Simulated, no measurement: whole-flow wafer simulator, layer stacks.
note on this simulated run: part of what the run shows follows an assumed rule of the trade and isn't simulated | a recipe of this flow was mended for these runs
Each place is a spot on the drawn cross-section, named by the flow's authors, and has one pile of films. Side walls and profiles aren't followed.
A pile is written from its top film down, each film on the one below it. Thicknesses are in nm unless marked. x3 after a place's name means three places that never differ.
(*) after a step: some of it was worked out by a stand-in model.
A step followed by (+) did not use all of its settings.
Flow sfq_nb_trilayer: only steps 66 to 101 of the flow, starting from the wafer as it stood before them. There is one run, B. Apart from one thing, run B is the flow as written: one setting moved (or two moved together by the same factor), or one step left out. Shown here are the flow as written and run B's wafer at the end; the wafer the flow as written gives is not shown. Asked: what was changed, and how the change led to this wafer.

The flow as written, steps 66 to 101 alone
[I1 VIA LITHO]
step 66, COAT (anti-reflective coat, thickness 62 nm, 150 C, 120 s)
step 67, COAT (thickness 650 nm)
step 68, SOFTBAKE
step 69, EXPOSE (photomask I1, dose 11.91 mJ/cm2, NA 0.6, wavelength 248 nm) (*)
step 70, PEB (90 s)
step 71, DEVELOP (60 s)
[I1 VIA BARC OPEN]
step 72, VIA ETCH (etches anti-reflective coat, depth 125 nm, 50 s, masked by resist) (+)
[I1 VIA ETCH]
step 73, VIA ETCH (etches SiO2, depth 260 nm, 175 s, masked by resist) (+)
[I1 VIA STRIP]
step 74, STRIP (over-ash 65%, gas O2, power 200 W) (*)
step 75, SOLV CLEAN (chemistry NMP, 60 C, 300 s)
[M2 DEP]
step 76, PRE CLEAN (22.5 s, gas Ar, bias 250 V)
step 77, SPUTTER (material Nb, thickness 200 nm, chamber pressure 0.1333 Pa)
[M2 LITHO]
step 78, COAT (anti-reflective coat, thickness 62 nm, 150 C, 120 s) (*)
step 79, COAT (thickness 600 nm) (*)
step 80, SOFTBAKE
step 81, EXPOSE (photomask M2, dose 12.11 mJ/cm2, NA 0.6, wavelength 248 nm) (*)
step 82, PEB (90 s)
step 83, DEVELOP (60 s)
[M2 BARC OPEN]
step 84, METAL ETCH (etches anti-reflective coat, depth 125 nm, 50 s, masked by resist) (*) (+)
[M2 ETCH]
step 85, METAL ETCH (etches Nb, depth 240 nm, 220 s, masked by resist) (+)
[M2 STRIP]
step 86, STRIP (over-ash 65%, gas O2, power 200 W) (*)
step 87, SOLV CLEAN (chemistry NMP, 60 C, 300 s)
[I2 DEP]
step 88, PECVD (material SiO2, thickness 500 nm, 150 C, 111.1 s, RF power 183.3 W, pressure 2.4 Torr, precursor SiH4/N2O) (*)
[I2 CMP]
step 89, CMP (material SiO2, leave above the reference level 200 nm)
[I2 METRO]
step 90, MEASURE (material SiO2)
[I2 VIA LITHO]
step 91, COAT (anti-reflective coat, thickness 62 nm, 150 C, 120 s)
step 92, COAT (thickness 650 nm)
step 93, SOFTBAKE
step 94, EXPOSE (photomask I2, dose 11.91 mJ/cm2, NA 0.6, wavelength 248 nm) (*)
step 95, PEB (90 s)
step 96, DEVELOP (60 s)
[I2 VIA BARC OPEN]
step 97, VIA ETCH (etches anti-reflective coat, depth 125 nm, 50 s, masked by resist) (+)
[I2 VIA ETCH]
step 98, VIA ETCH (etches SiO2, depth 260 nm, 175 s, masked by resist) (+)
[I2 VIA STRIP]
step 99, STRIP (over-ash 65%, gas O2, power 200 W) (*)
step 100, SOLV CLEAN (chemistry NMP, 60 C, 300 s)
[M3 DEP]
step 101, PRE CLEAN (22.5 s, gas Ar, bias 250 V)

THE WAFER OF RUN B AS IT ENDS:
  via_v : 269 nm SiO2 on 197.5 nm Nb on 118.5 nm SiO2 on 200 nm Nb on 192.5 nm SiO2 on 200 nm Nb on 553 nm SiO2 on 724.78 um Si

Cause: step 72, VIA ETCH: etches anti-reflective coat, depth 125 nm, 50 s, masked by resist (+), was skipped.

Step by step, how the change led to this:
  step 73, VIA ETCH (etches SiO2, depth 260 nm, 175 s, masked by resist) (+)
      via_v: -62 anti-reflective coat (all of it), -74 SiO2 (in the flow as written it would be: -199.7 SiO2 (all of it), -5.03 Nb)
  step 74, STRIP (over-ash 65%, gas O2, power 200 W) (*)
      field_l, v_sur, via_wl and 102 more: -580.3 KrF-resist-other-grade (all of it), -62 anti-reflective coat (all of it) (in the flow as written it would be: -510.8 KrF-resist-other-grade (all of it), -62 anti-reflective coat (all of it))
  step 76, PRE CLEAN (22.5 s, gas Ar, bias 250 V)
      via_v: -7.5 SiO2 (in the flow as written it would be: -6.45 Nb)
  step 77, SPUTTER (material Nb, thickness 200 nm, chamber pressure 0.1333 Pa)
      via_v: +197.5 Nb (new film) (in the flow as written it would be: +172.8 Nb)
  step 78, COAT (anti-reflective coat, thickness 62 nm, 150 C, 120 s) (*)
      v_sur: +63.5 anti-reflective coat (new film) (in the flow as written it would be: +64.8 anti-reflective coat (new film))
      via_wl: +64.4 anti-reflective coat (new film) (in the flow as written it would be: +67.7 anti-reflective coat (new film))
      (and at 7 other places as well)
  step 79, COAT (thickness 600 nm) (*)
      via_wr: +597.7 KrF-resist-other-grade (new film) (in the flow as written it would be: +584.2 KrF-resist-other-grade (new film))
      via_v: +620.3 KrF-resist-other-grade (new film) (in the flow as written it would be: +733.8 KrF-resist-other-grade (new film))
      (and at 1 other place as well)
  step 83, DEVELOP (60 s)
      be: -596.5 KrF-resist-other-grade (all of it) (in the flow as written it would be: -584.4 KrF-resist-other-grade (all of it))
  step 84, METAL ETCH (etches anti-reflective coat, depth 125 nm, 50 s, masked by resist) (*) (+)
      be: -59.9 anti-reflective coat (all of it) (in the flow as written it would be: -68.5 anti-reflective coat (all of it))
      be_sur: -64.6 anti-reflective coat (all of it) (in the flow as written it would be: -70.4 anti-reflective coat (all of it))
  step 86, STRIP (over-ash 65%, gas O2, power 200 W) (*)
      v_sur: -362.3 KrF-resist-other-grade (all of it), -63.5 anti-reflective coat (all of it) (in the flow as written it would be: -360.6 KrF-resist-other-grade (all of it), -64.8 anti-reflective coat (all of it))
      via_wl: -361.2 KrF-resist-other-grade (all of it), -64.4 anti-reflective coat (all of it) (in the flow as written it would be: -357.4 KrF-resist-other-grade (all of it), -67.7 anti-reflective coat (all of it))
      (and at 5 other places as well)
  step 88, PECVD (material SiO2, thickness 500 nm, 150 C, 111.1 s, RF power 183.3 W, pressure 2.4 Torr, precursor SiH4/N2O) (*)
      via_v: +500 SiO2 (new film) (in the flow as written it would be: +612.8 SiO2 (new film))
  step 89, CMP (material SiO2, leave above the reference level 200 nm)
      via_v: -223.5 SiO2 (in the flow as written it would be: -181.6 SiO2)
If metal films that touch count as one body, via_v has 3 bodies (between them, from the top down: SiO2 118.5; SiO2 192.5); the flow as written gives 2 bodies (between them, from the top down: SiO2 192.5).
